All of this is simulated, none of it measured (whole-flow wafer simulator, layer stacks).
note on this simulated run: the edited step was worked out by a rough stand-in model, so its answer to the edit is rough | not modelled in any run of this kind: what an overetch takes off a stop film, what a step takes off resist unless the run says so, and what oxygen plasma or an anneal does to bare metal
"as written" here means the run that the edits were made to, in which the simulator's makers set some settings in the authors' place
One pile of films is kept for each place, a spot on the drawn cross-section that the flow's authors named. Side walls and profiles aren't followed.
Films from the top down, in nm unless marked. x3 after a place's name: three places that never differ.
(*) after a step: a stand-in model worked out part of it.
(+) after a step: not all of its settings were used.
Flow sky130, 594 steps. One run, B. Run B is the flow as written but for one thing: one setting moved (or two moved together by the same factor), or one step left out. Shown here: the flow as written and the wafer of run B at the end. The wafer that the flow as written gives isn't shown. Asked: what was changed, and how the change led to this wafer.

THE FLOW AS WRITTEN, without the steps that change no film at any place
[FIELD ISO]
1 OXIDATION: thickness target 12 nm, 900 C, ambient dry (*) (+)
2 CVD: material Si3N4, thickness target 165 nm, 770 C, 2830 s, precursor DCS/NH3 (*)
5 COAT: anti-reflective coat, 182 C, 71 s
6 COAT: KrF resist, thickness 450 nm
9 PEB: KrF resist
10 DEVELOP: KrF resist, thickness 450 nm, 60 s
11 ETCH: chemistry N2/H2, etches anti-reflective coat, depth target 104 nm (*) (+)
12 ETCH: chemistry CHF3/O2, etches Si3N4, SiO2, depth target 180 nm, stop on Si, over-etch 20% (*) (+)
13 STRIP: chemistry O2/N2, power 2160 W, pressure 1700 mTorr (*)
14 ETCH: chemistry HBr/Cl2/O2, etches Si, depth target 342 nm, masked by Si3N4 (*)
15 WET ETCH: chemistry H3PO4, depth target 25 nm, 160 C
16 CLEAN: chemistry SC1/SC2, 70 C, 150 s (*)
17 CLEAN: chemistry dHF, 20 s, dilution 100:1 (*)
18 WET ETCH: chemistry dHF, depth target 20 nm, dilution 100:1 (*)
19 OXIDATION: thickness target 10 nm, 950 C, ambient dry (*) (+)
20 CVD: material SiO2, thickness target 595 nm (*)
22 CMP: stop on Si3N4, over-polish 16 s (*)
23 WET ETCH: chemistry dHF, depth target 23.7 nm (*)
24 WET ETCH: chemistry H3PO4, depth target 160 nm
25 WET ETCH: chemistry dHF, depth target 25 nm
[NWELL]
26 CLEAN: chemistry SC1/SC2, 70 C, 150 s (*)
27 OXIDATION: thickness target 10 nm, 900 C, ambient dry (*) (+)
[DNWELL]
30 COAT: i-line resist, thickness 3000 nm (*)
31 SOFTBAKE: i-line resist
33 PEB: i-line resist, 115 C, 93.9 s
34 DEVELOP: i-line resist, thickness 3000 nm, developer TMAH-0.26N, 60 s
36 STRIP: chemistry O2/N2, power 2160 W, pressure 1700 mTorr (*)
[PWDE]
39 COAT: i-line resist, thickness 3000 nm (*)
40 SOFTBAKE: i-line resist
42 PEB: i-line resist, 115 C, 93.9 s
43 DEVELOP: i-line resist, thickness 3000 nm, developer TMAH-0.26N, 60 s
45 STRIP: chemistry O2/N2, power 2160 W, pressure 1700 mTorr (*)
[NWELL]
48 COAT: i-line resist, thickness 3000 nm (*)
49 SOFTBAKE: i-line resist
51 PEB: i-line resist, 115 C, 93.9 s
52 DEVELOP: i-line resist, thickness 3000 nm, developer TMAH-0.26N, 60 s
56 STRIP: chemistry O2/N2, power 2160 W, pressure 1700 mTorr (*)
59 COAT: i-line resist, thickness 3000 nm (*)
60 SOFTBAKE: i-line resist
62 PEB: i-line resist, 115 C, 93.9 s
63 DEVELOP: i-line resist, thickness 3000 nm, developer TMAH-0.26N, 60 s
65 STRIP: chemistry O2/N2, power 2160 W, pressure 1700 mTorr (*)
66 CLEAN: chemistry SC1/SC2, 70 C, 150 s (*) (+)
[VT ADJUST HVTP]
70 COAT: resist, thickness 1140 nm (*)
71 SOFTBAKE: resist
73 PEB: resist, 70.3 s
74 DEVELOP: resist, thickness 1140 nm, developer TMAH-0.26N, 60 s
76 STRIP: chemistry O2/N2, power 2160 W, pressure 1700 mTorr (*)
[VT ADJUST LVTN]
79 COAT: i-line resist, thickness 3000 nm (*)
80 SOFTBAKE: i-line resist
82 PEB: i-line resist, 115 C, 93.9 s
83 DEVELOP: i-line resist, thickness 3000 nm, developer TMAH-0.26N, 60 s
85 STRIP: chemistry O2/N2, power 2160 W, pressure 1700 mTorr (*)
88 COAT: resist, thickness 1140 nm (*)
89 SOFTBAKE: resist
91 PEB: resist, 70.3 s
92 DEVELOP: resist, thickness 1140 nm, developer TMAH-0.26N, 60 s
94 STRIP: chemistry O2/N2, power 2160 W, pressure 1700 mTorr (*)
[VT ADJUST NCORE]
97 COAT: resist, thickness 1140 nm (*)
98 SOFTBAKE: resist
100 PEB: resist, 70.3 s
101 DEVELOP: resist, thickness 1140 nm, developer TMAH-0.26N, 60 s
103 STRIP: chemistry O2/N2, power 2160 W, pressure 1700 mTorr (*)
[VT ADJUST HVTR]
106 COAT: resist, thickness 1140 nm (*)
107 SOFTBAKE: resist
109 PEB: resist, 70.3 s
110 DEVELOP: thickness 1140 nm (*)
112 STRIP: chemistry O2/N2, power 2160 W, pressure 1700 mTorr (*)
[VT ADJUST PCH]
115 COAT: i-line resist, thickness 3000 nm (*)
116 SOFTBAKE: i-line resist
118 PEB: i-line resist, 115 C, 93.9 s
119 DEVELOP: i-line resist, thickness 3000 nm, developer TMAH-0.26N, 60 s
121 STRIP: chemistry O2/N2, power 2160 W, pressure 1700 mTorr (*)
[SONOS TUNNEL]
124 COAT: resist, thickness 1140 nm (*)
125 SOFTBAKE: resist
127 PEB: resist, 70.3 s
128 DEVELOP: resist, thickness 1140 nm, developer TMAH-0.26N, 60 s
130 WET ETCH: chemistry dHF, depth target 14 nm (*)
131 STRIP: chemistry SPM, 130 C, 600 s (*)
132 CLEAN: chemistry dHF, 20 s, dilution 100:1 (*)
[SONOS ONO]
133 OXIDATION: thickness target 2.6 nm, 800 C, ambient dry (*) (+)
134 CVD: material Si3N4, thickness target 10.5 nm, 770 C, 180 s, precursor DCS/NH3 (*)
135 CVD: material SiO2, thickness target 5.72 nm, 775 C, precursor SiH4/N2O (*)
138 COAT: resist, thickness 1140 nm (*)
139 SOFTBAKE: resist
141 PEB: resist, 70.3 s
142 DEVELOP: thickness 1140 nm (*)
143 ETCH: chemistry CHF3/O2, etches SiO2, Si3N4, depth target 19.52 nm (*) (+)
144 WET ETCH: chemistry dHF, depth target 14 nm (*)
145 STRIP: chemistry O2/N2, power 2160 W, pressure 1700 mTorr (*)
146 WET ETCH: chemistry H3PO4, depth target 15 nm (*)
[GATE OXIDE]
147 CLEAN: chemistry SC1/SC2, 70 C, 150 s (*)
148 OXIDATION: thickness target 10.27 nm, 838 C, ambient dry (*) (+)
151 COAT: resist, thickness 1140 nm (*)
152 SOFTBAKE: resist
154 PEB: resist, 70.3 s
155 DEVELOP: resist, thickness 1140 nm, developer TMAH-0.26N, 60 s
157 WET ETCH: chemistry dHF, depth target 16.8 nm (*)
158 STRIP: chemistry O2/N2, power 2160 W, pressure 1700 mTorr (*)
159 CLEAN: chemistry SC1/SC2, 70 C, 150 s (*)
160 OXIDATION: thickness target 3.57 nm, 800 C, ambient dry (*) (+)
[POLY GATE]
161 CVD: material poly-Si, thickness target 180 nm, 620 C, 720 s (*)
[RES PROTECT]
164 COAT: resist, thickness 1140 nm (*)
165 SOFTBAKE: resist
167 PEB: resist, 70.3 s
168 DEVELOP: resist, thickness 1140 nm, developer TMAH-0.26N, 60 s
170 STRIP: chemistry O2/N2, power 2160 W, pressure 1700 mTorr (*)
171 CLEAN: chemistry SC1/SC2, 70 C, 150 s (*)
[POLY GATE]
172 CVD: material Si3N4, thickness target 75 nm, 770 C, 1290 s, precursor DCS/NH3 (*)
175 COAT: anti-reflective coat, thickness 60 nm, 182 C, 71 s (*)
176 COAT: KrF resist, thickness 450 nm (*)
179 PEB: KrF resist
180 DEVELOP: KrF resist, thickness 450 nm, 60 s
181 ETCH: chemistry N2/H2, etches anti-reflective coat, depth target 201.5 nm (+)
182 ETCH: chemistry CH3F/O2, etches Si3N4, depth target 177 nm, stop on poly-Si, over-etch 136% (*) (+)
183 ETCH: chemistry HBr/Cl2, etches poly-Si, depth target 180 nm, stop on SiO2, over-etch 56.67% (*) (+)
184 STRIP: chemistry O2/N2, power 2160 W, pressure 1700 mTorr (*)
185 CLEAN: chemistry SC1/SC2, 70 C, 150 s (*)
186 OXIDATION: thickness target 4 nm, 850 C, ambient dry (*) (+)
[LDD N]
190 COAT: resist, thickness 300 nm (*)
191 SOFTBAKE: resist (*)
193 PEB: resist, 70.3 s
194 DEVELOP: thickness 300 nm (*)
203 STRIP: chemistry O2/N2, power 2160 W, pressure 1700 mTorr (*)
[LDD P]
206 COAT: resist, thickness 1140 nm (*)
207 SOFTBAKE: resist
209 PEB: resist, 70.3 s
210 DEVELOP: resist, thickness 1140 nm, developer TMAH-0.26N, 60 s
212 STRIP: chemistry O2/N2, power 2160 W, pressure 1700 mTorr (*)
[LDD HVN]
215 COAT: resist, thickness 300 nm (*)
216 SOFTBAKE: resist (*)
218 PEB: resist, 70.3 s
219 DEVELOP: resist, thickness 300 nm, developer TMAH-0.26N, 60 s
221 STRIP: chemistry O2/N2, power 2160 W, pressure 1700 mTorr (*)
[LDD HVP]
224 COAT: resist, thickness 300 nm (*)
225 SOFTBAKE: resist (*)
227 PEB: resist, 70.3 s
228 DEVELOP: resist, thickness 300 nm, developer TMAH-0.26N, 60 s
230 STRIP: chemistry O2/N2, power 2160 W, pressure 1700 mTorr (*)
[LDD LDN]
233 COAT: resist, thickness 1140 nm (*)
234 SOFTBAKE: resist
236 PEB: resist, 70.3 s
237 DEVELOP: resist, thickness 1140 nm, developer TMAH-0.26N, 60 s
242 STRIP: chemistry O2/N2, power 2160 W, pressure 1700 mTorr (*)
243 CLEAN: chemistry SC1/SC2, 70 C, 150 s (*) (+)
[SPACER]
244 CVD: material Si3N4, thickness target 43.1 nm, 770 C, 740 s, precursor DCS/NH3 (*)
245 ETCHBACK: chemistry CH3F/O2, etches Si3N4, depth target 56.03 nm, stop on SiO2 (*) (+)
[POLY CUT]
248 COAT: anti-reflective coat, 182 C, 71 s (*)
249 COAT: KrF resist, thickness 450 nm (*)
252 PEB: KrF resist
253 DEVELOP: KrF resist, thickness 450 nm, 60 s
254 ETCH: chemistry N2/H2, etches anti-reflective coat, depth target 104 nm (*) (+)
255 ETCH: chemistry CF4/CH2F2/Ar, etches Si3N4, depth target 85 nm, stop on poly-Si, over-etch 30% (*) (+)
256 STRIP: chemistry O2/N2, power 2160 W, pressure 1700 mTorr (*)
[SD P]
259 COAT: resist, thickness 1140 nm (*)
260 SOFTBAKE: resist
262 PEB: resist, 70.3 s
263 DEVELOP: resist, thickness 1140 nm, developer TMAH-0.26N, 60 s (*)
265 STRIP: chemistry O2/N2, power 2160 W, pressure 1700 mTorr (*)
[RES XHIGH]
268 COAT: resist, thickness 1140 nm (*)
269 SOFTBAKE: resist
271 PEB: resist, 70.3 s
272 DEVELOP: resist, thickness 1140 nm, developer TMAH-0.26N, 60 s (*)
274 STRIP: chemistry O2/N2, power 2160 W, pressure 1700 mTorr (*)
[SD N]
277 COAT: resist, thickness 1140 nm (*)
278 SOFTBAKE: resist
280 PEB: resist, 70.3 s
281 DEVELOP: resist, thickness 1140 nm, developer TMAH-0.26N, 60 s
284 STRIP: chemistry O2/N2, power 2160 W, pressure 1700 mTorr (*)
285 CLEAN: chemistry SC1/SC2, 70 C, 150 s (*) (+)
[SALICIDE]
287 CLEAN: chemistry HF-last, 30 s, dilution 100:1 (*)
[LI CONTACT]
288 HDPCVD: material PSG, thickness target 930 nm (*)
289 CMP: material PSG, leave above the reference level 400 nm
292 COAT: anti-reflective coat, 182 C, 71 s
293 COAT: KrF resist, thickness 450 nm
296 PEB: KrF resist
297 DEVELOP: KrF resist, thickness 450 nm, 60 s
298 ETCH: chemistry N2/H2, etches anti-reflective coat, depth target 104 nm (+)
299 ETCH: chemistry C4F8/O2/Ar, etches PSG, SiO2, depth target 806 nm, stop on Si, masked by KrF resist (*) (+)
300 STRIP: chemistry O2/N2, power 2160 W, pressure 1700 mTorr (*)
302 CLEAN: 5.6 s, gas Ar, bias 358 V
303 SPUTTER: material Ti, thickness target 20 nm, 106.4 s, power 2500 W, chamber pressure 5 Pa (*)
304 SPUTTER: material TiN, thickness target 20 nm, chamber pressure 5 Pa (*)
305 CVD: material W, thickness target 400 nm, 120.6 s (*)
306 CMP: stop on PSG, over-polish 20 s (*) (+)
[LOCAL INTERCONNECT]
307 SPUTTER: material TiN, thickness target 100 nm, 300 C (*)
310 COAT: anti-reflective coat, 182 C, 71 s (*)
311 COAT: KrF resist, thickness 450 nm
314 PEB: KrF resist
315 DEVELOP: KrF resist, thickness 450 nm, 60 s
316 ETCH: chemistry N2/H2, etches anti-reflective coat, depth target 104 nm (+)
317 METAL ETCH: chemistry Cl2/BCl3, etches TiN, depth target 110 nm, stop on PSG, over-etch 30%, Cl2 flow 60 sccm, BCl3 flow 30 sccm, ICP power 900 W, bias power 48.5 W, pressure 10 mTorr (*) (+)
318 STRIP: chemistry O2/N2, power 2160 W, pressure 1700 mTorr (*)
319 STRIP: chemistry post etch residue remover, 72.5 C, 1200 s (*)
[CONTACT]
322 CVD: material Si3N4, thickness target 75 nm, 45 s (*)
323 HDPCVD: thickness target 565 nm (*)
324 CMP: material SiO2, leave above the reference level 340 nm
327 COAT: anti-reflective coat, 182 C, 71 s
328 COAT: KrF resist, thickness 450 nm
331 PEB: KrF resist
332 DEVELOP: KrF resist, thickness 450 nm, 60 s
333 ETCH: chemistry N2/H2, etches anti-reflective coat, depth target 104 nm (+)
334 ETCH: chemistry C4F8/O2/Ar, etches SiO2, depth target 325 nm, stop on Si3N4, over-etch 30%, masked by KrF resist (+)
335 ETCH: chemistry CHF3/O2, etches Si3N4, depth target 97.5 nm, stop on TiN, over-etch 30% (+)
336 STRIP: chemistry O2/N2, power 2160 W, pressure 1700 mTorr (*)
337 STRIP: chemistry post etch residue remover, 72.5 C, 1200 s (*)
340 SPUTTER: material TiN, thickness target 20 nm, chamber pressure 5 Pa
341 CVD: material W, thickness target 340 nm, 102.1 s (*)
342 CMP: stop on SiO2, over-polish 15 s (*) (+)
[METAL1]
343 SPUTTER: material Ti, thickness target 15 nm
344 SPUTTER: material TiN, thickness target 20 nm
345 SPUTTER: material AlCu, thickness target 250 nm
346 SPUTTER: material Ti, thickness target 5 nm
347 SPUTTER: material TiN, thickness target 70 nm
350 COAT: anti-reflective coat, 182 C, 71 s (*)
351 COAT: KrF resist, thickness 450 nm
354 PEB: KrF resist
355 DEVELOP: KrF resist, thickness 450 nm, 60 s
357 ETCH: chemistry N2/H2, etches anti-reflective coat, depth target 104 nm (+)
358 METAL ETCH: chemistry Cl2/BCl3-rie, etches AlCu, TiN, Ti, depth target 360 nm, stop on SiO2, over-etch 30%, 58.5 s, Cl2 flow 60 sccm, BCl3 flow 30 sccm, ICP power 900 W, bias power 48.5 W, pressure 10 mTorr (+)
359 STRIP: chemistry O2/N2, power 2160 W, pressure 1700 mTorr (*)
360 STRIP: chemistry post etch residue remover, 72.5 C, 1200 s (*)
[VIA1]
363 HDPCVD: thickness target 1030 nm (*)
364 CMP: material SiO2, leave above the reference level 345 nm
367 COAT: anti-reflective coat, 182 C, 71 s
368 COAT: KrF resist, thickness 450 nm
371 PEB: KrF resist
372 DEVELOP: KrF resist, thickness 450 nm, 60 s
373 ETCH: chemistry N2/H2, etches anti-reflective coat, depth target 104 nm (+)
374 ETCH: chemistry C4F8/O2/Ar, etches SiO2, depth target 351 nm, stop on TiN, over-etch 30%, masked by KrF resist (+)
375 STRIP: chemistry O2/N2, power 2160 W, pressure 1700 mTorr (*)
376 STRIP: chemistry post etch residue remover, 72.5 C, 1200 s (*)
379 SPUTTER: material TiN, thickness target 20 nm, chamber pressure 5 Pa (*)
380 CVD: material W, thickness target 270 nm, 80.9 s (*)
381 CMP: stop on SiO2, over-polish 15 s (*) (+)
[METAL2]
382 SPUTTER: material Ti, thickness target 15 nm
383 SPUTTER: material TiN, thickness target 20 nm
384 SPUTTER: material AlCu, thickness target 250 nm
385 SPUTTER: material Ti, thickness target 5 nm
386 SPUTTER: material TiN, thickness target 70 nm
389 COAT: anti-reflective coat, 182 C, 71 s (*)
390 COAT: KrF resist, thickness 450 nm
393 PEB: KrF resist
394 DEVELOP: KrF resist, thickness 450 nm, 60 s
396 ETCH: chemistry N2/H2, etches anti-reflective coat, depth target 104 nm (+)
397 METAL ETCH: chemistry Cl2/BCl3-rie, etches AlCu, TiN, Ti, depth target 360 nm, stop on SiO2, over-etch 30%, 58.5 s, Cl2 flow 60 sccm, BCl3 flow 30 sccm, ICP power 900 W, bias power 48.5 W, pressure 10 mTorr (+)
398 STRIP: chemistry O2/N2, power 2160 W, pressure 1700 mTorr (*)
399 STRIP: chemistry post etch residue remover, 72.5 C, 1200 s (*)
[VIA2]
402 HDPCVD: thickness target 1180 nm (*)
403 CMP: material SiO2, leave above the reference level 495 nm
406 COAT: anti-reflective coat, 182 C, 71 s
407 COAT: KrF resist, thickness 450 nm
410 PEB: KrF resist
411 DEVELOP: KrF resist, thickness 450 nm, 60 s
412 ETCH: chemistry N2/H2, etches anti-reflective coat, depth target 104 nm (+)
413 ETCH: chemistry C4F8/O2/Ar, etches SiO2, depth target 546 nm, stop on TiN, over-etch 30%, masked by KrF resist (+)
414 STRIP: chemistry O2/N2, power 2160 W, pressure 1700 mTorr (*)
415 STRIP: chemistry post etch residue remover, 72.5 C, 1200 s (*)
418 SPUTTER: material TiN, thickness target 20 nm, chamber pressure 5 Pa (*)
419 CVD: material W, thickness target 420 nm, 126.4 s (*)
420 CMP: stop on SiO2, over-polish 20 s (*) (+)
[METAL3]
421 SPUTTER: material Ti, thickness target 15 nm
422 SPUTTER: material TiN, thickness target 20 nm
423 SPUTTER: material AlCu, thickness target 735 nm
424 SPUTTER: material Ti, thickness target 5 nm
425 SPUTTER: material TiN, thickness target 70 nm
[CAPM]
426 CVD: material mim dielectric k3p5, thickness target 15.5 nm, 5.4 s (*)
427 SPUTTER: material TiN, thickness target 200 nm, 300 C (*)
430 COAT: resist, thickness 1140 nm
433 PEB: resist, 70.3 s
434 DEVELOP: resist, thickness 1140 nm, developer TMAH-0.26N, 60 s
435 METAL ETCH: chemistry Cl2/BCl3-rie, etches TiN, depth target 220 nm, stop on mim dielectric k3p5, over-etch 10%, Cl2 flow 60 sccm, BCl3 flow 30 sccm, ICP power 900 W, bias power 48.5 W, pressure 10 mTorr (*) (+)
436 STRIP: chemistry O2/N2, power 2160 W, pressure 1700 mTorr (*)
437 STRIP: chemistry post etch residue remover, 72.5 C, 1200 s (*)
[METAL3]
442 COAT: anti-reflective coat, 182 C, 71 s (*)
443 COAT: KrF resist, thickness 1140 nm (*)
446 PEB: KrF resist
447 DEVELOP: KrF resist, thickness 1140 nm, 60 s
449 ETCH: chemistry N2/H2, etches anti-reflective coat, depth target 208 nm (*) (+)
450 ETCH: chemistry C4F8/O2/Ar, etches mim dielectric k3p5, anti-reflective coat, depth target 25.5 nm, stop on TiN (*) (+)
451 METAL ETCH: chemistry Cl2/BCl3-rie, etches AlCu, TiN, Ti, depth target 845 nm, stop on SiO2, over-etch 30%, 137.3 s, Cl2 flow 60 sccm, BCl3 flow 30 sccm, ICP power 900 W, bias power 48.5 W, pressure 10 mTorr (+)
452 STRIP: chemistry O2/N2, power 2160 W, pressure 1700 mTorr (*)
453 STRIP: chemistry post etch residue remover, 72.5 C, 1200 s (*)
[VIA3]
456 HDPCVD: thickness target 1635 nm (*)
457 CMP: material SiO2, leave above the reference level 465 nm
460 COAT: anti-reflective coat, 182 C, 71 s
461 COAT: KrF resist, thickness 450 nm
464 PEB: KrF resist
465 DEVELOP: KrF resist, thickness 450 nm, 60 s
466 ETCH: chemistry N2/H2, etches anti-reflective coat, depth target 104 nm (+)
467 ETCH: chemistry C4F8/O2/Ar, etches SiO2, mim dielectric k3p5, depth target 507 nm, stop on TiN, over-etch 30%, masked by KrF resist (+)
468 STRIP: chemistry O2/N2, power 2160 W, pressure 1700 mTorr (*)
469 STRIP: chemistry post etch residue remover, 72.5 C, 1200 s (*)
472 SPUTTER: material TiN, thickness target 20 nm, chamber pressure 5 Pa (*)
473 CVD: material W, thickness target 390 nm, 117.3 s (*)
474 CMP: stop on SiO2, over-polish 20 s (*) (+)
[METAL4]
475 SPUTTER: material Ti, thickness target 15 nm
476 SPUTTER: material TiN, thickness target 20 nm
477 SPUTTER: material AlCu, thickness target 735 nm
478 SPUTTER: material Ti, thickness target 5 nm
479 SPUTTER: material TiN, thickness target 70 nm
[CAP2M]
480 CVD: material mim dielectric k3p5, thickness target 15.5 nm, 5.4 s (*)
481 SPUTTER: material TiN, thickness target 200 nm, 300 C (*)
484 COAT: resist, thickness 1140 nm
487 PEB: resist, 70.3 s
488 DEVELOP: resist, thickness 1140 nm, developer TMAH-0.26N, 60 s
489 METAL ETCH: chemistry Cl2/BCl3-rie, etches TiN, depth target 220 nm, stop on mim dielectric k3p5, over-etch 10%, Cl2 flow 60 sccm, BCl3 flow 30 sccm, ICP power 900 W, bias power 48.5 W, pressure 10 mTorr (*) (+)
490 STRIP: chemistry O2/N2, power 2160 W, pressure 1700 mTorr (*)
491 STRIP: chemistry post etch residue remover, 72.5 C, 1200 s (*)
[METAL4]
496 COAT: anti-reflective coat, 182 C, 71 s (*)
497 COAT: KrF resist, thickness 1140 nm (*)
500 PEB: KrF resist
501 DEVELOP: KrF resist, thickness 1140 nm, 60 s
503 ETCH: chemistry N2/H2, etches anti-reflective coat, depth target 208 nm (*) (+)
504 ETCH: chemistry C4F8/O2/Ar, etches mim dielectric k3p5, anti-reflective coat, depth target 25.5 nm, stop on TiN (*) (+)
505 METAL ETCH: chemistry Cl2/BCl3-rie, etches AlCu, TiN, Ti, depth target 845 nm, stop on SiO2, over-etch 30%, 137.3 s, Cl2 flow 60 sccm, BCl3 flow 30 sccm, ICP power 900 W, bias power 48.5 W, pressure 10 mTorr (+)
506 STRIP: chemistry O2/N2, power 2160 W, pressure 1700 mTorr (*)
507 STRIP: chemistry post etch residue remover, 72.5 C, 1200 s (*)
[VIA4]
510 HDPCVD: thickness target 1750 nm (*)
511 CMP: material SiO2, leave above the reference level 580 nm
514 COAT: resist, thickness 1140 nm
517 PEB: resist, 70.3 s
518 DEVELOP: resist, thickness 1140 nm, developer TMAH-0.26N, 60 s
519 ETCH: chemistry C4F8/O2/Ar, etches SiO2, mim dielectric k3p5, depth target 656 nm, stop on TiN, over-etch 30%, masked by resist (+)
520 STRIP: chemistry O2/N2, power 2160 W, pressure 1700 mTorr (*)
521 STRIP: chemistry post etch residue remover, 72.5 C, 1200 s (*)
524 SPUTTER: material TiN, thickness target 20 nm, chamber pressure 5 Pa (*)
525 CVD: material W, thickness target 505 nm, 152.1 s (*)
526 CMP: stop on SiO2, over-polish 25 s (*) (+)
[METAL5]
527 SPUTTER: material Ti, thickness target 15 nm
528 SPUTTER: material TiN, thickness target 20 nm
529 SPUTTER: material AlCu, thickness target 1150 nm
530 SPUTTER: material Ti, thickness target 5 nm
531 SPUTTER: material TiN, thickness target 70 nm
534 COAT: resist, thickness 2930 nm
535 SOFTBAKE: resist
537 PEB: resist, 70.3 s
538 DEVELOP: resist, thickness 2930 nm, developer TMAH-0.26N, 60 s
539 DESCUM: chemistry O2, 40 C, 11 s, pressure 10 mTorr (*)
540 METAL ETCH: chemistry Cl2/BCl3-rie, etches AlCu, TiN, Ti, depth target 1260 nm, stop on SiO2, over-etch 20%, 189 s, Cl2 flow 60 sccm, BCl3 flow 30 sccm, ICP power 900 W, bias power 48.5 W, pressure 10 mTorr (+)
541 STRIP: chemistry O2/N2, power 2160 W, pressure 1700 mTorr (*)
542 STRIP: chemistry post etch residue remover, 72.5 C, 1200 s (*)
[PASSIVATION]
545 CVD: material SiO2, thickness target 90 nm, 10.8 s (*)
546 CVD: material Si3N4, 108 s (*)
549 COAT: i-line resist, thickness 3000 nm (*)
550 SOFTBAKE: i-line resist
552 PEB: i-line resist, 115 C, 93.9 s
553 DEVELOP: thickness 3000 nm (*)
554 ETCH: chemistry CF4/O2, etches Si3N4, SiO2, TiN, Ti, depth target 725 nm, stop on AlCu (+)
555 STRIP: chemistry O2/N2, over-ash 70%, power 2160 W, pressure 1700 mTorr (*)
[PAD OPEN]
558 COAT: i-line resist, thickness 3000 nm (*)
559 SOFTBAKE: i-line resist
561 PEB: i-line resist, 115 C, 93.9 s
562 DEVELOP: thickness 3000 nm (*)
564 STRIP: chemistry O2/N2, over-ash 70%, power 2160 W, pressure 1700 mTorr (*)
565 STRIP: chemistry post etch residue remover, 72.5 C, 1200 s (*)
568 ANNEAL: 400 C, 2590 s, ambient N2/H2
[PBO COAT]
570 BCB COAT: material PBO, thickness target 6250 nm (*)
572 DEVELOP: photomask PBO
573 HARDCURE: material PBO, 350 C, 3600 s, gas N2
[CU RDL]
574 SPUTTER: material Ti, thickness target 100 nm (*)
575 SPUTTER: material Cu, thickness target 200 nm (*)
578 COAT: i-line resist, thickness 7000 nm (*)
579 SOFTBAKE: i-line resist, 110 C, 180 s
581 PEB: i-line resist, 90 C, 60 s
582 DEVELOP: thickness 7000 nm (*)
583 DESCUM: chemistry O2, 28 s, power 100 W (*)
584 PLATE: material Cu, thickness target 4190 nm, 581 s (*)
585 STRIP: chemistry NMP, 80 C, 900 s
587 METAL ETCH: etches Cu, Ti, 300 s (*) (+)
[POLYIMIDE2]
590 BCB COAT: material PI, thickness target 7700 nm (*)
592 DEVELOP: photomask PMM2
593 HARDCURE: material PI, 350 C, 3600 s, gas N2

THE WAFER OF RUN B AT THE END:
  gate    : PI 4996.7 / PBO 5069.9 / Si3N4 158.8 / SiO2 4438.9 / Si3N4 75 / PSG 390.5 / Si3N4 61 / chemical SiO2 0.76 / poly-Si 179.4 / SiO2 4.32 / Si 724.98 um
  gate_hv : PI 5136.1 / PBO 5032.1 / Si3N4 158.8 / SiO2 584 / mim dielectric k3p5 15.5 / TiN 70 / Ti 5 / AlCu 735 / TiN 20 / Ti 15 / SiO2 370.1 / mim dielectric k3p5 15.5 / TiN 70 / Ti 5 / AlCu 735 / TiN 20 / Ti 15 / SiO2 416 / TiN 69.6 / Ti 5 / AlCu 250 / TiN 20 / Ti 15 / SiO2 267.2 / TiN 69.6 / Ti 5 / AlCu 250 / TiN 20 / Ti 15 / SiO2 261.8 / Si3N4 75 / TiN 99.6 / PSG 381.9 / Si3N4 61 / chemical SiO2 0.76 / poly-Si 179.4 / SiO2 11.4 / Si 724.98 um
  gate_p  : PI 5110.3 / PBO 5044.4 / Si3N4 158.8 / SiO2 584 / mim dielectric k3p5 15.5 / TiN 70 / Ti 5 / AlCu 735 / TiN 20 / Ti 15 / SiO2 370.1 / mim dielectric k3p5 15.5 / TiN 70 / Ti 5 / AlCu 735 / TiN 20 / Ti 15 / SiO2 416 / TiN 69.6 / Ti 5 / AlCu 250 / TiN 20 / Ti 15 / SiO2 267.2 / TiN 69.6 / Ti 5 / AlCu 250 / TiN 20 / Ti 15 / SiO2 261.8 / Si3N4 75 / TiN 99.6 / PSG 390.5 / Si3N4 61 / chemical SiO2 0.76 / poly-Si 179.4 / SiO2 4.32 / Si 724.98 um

The cause: step 160, OXIDATION: thickness target 4.32 nm was run, where the flow has thickness target 3.57 nm.
It can be read off the wafer: gate has SiO2 4.32, and step 160 as written asks for 3.57 nm.

How the change led to this, step by step:
  160 OXIDATION: thickness target 3.57 nm, 800 C, ambient dry (*) (+)
      active, n_well, p_well and 58 more: SiO2 +4.32 (new film), chemical SiO2 -0.76 (all of it), Si -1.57 (as written it would be: SiO2 +3.57 (new film), chemical SiO2 -0.76 (all of it), Si -1.24)
      gate_hv, m1, pad and 37 more: SiO2 +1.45, Si -0.64 (as written it would be: SiO2 +0.85, Si -0.37)
  248 COAT: anti-reflective coat, 182 C, 71 s (*)
      m1: anti-reflective coat +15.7 (new film) (as written it would be: anti-reflective coat +16.3 (new film))
      gate_p_hv: anti-reflective coat +15.1 (new film) (as written it would be: anti-reflective coat +15.8 (new film))
  256 STRIP: chemistry O2/N2, power 2160 W, pressure 1700 mTorr (*)
      m1: KrF resist -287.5 (all of it), anti-reflective coat -15.7 (all of it) (as written it would be: KrF resist -287.2 (all of it), anti-reflective coat -16.3 (all of it))
      gate_p_hv: KrF resist -329.4 (all of it), anti-reflective coat -15.1 (all of it) (as written it would be: KrF resist -328.9 (all of it), anti-reflective coat -15.8 (all of it))
  299 ETCH: chemistry C4F8/O2/Ar, etches PSG, SiO2, depth target 806 nm, stop on Si, masked by KrF resist (*) (+)
      contact, ndiff_licon, ndiff_licon_cpp: PSG -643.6 (all of it), SiO2 -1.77 (all of it) (as written it would be: PSG -643.6 (all of it), SiO2 -1.16 (all of it))
